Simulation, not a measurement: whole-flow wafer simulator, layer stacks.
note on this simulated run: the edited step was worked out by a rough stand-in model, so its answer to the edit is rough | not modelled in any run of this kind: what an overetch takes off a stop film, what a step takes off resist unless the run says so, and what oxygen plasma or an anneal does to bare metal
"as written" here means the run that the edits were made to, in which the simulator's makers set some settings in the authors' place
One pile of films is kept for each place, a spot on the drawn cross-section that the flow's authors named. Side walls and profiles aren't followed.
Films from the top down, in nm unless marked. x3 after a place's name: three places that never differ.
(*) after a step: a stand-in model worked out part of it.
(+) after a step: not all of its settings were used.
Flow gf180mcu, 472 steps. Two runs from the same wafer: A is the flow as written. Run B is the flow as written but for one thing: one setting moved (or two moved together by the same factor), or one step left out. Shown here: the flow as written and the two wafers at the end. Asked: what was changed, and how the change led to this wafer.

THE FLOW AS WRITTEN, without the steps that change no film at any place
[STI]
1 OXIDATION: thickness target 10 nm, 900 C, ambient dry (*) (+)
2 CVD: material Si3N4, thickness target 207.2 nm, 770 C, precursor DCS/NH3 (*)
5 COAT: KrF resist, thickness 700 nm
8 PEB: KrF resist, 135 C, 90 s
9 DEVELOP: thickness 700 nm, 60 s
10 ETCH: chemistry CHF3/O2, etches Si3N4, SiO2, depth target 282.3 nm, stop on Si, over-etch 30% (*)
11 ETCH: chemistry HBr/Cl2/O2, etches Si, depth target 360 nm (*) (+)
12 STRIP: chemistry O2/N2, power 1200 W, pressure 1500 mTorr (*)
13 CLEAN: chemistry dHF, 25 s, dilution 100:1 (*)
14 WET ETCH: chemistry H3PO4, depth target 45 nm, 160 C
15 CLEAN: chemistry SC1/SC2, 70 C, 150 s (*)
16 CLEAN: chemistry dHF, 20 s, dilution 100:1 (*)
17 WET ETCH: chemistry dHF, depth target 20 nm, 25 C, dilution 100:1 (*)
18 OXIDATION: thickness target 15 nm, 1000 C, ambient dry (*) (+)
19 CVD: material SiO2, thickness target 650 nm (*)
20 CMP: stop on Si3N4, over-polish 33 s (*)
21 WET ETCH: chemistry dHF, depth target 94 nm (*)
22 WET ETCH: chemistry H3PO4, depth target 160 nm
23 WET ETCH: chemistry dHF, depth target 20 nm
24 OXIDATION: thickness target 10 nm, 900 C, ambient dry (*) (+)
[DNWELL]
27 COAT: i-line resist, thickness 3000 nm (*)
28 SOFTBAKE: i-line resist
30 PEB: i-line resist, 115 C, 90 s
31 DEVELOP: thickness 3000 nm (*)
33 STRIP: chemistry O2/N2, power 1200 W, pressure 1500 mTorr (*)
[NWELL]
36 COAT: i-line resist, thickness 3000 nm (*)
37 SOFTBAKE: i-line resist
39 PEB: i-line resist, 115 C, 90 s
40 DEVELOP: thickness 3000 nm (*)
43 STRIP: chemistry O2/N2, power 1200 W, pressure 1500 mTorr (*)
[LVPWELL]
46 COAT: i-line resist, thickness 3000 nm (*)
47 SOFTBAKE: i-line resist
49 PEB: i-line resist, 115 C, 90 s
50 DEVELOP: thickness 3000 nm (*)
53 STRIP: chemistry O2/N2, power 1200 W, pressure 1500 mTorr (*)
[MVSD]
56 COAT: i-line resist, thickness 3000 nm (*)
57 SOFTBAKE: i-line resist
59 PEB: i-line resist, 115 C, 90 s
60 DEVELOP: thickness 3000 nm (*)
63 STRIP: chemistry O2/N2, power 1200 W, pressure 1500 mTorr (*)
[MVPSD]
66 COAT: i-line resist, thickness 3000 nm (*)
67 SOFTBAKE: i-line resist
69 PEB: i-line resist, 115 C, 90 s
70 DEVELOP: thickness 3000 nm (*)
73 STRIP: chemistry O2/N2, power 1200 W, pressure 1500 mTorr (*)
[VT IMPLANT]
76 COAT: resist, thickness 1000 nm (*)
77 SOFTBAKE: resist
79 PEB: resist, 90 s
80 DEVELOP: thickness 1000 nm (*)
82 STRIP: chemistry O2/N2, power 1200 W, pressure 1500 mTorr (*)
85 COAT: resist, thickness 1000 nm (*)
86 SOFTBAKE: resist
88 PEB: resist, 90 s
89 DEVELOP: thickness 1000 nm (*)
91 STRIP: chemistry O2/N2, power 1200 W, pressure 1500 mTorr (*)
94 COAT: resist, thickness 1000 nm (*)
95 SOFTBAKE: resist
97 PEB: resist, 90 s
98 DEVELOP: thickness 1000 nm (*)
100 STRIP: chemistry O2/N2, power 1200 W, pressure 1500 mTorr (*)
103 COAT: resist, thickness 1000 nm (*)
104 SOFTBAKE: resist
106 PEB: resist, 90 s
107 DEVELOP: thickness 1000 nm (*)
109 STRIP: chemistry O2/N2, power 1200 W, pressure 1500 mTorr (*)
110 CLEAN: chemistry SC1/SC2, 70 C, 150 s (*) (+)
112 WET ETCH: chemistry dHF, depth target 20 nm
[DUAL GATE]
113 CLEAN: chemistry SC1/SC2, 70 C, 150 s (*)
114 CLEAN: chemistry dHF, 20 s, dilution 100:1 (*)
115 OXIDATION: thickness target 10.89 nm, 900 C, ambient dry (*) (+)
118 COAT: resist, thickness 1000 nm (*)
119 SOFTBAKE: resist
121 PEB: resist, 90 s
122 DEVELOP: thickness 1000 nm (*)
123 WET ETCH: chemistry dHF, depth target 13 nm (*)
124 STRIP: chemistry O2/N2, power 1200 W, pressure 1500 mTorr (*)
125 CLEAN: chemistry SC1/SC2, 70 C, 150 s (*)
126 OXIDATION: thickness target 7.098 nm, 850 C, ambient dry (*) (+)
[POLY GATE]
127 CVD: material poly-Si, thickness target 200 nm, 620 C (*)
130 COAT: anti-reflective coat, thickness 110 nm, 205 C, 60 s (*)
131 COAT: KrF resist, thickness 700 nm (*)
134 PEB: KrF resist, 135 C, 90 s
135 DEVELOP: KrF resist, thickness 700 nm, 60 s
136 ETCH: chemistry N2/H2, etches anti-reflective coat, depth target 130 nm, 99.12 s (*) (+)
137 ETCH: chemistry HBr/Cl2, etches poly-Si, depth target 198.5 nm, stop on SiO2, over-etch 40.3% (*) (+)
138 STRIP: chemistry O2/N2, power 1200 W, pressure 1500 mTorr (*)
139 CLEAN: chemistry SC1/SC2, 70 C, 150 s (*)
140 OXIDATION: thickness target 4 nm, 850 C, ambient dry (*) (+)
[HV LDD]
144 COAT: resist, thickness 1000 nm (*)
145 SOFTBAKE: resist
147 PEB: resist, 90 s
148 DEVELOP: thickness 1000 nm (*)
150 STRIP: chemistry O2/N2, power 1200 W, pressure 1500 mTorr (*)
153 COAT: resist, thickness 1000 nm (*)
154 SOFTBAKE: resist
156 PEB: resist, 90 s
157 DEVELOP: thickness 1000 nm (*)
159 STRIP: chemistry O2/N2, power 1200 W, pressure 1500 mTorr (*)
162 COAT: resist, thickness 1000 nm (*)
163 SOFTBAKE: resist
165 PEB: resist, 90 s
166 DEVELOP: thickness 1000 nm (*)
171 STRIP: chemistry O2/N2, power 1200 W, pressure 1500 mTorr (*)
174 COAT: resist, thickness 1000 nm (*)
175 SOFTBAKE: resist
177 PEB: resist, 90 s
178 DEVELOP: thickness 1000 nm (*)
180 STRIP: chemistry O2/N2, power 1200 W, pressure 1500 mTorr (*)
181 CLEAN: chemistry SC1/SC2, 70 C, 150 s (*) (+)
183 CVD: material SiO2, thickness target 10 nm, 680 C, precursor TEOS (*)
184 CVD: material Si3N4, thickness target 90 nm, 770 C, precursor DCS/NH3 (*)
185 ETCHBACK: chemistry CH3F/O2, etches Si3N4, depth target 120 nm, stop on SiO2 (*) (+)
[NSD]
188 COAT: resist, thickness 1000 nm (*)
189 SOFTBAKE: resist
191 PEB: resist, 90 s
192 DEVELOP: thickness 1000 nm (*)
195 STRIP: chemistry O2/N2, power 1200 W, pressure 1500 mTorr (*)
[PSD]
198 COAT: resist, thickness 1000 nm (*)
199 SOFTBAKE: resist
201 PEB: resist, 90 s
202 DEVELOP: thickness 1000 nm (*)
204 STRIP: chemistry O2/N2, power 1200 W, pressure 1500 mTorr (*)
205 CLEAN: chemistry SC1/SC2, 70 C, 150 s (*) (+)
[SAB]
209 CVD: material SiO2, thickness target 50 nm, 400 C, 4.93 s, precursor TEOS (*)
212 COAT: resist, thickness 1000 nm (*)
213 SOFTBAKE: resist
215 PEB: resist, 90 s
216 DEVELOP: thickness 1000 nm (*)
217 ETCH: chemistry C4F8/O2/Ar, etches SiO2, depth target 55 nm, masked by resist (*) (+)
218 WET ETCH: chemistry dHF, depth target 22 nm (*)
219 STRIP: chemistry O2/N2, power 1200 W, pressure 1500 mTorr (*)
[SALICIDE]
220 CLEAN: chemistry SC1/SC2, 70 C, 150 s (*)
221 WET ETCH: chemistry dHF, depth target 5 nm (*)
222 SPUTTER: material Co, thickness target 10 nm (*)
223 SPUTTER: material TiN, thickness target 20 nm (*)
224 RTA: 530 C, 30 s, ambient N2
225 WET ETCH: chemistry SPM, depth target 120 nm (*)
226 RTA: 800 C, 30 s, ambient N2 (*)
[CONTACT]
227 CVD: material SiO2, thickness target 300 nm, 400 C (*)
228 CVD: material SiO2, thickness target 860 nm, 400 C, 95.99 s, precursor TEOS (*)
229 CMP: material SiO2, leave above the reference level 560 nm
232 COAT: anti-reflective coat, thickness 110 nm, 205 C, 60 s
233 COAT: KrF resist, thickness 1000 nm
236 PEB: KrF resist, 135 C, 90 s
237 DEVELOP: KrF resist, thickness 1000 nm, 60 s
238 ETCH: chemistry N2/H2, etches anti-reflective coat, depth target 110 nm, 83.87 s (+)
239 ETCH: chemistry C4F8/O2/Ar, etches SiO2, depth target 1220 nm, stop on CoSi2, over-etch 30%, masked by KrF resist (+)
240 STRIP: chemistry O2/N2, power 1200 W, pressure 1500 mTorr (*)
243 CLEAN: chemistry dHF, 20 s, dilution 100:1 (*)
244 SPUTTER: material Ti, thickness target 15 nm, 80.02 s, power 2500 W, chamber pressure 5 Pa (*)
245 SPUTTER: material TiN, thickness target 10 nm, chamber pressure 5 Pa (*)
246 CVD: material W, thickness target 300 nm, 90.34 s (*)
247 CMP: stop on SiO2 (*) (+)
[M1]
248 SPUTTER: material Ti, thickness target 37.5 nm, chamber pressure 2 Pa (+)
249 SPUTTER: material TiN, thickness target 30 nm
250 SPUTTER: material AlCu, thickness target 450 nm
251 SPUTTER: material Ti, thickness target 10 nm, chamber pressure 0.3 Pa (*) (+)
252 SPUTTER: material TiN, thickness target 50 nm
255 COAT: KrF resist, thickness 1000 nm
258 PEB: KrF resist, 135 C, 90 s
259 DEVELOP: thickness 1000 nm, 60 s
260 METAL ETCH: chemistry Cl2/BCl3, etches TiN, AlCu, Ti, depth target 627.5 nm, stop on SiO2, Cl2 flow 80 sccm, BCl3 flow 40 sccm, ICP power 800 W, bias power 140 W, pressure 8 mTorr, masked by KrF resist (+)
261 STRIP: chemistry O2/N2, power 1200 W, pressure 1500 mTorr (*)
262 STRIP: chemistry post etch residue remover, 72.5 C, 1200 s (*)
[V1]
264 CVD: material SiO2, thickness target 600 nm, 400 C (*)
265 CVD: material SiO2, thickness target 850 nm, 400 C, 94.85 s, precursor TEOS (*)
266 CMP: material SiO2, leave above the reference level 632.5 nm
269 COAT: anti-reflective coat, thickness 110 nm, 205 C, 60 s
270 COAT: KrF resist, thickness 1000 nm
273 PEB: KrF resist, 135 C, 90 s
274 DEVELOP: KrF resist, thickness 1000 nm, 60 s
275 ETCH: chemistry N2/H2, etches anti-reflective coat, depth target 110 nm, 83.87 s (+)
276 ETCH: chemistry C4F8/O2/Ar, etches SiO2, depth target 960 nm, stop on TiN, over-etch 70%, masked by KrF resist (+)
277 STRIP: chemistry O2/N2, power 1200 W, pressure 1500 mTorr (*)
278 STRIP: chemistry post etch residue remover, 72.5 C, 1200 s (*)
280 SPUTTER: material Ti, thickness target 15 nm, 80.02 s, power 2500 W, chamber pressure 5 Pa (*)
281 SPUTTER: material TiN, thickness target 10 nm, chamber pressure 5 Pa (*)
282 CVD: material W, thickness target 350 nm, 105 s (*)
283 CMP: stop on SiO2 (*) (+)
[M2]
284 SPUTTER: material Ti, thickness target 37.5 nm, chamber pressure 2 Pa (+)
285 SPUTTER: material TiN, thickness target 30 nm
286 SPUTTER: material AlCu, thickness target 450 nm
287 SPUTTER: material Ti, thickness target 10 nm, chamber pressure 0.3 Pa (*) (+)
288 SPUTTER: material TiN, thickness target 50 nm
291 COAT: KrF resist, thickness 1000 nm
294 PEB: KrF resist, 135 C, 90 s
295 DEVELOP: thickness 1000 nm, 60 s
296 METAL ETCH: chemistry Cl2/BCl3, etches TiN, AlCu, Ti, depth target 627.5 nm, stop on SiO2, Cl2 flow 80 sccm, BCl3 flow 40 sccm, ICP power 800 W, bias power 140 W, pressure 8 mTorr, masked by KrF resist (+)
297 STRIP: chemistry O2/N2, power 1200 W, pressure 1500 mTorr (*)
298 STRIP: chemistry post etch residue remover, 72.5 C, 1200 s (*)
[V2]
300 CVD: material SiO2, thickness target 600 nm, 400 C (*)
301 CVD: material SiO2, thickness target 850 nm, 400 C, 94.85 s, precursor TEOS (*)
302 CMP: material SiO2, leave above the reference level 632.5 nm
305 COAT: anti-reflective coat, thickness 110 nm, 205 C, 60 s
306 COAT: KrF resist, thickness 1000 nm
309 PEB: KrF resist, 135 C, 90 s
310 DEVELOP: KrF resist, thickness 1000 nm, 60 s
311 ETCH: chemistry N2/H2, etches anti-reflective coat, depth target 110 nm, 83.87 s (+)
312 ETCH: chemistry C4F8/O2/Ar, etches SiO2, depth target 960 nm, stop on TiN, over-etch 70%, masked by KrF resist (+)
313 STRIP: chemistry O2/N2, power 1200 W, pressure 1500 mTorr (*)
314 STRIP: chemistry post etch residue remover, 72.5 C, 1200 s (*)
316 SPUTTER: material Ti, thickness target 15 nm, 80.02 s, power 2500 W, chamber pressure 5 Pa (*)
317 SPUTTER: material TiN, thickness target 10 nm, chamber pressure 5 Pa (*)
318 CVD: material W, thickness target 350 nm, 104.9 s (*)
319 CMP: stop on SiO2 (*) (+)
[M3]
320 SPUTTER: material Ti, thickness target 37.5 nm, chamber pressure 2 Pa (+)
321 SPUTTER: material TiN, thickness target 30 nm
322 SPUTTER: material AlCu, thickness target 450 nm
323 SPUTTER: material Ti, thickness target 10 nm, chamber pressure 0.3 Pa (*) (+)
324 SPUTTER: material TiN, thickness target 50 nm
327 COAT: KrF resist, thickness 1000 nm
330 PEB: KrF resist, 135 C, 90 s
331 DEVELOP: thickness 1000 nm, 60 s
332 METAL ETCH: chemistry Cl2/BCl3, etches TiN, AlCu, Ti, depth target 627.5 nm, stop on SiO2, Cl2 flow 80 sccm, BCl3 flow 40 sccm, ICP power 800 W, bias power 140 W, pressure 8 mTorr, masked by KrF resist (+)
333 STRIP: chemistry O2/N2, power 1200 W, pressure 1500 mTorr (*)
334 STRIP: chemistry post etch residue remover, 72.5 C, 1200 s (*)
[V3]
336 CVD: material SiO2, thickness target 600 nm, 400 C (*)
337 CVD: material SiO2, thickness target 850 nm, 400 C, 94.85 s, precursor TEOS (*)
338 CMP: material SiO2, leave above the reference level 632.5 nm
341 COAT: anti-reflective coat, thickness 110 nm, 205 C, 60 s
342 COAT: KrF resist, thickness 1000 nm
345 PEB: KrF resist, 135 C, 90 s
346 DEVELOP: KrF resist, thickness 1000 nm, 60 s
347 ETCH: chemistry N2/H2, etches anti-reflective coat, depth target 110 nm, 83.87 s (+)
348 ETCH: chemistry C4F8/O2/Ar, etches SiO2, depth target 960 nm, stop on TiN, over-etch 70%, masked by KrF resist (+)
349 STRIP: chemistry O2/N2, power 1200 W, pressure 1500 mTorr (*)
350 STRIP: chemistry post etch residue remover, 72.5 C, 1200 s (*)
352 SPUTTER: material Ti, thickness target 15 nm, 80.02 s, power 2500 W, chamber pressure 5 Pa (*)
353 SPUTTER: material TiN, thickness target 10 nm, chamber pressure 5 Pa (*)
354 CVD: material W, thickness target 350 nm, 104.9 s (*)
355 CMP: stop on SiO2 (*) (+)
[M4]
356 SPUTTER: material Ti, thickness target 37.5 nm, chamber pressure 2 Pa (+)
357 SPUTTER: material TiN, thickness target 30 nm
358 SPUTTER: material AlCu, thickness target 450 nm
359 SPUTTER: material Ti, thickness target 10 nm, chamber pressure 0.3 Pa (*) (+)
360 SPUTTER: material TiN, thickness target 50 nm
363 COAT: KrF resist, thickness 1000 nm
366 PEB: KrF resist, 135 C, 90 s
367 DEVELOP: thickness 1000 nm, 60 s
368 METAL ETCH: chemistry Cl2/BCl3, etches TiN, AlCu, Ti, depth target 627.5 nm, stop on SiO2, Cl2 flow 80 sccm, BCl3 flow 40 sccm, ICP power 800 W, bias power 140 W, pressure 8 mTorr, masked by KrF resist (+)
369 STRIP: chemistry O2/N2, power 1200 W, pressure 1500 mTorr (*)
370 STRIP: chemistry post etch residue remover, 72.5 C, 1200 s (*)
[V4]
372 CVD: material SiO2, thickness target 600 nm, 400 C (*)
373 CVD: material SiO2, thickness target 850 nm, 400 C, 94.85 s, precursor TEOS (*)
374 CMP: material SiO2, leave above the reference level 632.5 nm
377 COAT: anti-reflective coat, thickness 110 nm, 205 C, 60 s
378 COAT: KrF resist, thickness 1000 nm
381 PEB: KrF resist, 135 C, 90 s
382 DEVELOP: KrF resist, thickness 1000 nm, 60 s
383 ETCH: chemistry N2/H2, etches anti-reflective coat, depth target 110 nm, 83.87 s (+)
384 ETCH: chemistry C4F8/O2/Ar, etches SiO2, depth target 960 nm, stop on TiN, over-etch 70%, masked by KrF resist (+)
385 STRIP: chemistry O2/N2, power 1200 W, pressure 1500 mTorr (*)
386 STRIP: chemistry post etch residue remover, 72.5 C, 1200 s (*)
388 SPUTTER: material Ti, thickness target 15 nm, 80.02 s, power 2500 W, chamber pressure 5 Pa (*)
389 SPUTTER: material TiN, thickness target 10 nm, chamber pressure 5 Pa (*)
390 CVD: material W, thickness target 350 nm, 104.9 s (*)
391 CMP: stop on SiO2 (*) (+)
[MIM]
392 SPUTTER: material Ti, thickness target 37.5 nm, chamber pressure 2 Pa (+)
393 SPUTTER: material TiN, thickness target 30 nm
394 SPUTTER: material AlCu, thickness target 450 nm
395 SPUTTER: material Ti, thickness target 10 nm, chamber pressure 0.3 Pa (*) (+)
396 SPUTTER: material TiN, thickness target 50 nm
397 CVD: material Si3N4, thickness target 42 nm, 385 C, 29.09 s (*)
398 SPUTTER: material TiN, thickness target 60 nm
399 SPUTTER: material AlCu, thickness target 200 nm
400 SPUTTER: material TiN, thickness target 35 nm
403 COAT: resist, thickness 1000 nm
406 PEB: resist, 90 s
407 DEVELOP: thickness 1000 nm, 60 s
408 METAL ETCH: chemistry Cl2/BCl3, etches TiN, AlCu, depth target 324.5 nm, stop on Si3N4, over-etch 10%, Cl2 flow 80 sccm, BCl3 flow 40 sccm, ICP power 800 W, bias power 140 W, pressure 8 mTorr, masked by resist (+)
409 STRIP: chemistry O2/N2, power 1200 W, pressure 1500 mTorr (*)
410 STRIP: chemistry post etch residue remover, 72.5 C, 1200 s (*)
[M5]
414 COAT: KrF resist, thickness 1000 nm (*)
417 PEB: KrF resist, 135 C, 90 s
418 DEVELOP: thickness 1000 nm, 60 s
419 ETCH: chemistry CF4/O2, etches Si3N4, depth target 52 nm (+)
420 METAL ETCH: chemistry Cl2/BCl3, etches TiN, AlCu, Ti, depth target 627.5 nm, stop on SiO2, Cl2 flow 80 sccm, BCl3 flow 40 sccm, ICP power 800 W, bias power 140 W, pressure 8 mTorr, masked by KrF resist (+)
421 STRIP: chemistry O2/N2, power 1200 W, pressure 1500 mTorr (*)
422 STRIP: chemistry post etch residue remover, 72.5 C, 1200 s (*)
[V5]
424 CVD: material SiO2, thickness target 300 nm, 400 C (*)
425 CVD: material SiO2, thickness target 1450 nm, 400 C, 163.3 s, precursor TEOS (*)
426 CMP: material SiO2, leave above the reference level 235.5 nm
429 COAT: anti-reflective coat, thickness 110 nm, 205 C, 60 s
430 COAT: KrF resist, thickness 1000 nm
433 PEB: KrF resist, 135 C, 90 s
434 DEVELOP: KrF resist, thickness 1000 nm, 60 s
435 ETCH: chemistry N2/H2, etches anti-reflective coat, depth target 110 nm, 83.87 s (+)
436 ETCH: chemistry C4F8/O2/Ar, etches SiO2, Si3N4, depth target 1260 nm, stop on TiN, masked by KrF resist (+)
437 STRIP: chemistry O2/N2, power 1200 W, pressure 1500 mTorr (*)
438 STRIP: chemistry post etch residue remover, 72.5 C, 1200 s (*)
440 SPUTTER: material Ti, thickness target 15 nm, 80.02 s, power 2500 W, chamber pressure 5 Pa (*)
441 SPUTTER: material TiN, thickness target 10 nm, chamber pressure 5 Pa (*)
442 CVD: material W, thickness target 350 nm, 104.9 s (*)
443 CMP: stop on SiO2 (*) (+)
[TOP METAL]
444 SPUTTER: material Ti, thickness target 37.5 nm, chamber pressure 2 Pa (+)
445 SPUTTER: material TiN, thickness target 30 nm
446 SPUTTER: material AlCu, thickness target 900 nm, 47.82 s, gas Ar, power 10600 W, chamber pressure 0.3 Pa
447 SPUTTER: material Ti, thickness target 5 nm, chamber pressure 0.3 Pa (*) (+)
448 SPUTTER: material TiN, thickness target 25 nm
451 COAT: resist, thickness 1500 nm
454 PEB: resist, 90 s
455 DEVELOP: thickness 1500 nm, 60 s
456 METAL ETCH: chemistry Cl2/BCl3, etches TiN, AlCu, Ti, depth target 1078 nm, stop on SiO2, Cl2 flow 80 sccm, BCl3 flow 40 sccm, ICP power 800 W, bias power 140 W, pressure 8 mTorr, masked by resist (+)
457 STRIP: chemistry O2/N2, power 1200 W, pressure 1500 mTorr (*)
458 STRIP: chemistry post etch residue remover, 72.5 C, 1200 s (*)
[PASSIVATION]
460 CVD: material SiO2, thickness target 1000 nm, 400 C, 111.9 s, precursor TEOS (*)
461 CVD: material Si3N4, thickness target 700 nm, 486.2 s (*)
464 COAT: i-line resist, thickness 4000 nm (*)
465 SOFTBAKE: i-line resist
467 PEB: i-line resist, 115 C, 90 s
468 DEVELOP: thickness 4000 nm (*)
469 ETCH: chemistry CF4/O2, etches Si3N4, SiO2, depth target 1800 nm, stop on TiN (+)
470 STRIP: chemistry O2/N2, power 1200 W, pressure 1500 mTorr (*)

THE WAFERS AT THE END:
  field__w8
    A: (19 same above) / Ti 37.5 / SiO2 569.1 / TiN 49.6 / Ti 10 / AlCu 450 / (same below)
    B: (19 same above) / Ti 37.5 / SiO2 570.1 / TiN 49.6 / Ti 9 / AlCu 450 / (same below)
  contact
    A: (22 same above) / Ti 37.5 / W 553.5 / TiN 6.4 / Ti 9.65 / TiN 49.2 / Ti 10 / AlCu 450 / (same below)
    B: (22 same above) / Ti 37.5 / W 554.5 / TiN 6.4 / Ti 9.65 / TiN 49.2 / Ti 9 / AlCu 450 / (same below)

The cause: step 323, SPUTTER: thickness target 9 nm was run, where the flow has thickness target 10 nm.
It can be read off the wafer: field__w8 has Ti 9, and step 323 as written asks for 10 nm.

How the change led to this, step by step:
  323 SPUTTER: material Ti, thickness target 10 nm, chamber pressure 0.3 Pa (*) (+)
      field, field__w1, field__w2 and 108 more: A Ti +10 (new film) | B Ti +9 (new film)
  332 METAL ETCH: chemistry Cl2/BCl3, etches TiN, AlCu, Ti, depth target 627.5 nm, stop on SiO2, Cl2 flow 80 sccm, BCl3 flow 40 sccm, ICP power 800 W, bias power 140 W, pressure 8 mTorr, masked by KrF resist (+)
      field, field__w1, field__w2 and 103 more: A TiN -50 (all of it), Ti -10 (all of it), AlCu -450 (all of it), TiN -30 (all of it), Ti -37.5 (all of it) | B TiN -50 (all of it), Ti -9 (all of it), AlCu -450 (all of it), TiN -30 (all of it), Ti -37.5 (all of it)
